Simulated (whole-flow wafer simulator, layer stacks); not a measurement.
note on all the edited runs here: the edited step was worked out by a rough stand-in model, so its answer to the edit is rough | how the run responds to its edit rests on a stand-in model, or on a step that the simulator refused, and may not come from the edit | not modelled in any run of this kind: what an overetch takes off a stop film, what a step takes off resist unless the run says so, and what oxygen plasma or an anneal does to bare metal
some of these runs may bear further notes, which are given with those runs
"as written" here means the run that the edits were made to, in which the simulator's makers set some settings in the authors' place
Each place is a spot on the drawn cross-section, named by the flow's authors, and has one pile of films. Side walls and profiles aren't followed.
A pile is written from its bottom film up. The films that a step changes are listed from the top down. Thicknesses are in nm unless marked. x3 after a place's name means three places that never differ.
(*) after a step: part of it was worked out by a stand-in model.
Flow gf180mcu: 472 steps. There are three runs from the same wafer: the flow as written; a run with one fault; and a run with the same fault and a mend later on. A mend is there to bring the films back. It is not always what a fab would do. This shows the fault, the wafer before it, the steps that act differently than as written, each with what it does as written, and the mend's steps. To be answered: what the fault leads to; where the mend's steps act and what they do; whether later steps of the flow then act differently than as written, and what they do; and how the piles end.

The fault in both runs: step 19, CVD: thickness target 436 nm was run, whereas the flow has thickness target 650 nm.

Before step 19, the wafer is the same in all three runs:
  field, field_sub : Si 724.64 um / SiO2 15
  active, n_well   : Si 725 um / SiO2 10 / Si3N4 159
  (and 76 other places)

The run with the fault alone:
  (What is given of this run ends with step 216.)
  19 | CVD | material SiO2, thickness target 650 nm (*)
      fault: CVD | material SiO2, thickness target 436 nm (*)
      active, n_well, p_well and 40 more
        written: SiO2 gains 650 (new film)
        fault: SiO2 gains 436 (new film)
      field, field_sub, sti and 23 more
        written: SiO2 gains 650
        fault: SiO2 gains 436
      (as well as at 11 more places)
  Steps later in the flow that act otherwise than as written (8 other steps are not shown; they differ only slightly, by no more than 2% or 0.5 nm, whichever is larger):
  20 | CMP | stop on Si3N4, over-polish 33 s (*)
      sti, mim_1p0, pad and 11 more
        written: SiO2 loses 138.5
        fault: nothing
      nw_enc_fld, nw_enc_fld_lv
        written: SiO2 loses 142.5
        fault: nothing
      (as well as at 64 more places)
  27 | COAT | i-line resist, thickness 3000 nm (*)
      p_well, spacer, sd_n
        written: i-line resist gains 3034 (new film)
        fault: i-line resist gains 2966.2 (new film)
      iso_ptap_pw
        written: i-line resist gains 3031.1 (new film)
        fault: i-line resist gains 2970.1 (new film)
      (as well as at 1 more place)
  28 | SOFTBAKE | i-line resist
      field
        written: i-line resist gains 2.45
        fault: i-line resist loses 2.44
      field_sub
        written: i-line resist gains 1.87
        fault: i-line resist loses 1.7
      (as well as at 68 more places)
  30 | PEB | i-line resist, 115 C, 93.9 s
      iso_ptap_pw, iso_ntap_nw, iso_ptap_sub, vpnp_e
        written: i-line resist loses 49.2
        fault: i-line resist loses 48.2
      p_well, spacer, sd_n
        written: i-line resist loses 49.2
        fault: i-line resist loses 48.1
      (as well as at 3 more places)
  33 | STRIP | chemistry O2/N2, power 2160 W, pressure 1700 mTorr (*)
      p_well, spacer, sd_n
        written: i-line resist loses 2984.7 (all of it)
        fault: i-line resist loses 2918 (all of it)
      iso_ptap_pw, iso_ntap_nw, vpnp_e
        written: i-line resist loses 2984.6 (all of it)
        fault: i-line resist loses 2919.3 (all of it)
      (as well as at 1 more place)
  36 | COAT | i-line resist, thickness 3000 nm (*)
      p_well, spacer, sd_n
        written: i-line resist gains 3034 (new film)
        fault: i-line resist gains 2966.2 (new film)
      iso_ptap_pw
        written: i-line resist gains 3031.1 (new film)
        fault: i-line resist gains 2970.1 (new film)
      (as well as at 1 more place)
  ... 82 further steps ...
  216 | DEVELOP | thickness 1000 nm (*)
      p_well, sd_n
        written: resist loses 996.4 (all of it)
        fault: resist loses 928.9 (all of it)
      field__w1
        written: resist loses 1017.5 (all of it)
        fault: resist loses 1051.5 (all of it)
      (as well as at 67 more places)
  Once step 216 is done, the piles at field, field__w1, field__w2 and 52 more depart from the flow's by more than 2% or 0.5 nm, whichever is larger.
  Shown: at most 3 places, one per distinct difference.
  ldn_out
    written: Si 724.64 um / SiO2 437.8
    fault: Si 724.64 um / SiO2 362.8
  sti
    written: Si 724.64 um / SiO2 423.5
    fault: Si 724.64 um / SiO2 348.6
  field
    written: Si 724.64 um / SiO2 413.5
    fault: Si 724.64 um / SiO2 348.6

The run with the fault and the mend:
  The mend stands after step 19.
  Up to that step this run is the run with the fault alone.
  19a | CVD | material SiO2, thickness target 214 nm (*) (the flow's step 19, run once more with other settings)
      field, field_sub, active and 77 more
        SiO2 gains 214
  Every later step of the flow that is run acts as written at every place that is followed.
  The piles end the same as the flow's at every place that both follow.
